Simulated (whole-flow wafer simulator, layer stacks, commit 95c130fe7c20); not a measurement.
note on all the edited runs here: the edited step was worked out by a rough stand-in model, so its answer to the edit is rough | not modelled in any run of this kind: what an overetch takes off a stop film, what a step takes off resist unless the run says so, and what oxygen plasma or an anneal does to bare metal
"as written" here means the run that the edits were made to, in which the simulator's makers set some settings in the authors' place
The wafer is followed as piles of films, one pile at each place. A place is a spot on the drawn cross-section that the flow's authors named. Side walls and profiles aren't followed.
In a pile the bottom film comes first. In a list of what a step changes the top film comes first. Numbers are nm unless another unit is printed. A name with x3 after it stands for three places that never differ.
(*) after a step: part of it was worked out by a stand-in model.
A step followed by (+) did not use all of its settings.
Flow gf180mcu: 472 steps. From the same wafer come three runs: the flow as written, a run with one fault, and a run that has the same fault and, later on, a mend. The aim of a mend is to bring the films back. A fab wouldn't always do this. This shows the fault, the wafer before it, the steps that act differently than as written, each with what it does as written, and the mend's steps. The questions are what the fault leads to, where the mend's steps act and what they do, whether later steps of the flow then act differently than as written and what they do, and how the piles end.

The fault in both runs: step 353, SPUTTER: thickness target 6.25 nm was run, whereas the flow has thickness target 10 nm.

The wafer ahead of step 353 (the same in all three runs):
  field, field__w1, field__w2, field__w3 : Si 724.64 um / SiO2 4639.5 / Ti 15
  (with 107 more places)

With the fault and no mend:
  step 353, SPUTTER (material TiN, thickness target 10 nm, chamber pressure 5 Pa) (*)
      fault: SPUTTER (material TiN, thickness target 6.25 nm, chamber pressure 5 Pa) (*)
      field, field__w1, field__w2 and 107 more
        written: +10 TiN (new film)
        fault: +6.25 TiN (new film)
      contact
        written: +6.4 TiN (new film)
        fault: +4.01 TiN (new film)
  Steps further on in the flow that do not act as written (1 other step is not shown; it differs only slightly, by no more than 2% or 0.5 nm, whichever is larger):
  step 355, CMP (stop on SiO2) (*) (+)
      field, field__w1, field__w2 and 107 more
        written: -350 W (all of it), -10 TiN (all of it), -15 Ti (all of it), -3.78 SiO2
        fault: -350 W (all of it), -6.25 TiN (all of it), -15 Ti (all of it), -3.75 SiO2
  The piles end different from the flow's at contact by more than 2% or 0.5 nm, whichever is larger.
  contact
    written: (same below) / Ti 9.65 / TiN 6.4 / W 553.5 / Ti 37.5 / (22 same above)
    fault: (same below) / Ti 9.65 / TiN 4.01 / W 555.9 / Ti 37.5 / (22 same above)

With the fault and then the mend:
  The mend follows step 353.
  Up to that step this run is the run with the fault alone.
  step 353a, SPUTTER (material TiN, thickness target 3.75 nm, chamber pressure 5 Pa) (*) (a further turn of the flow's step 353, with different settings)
      field, field__w1, field__w2 and 107 more
        +3.75 TiN
      contact
        +2.4 TiN
  Every later step of the flow that is run acts as written at every place that is followed.
  At every place that both follow, the piles at the end match the flow's.
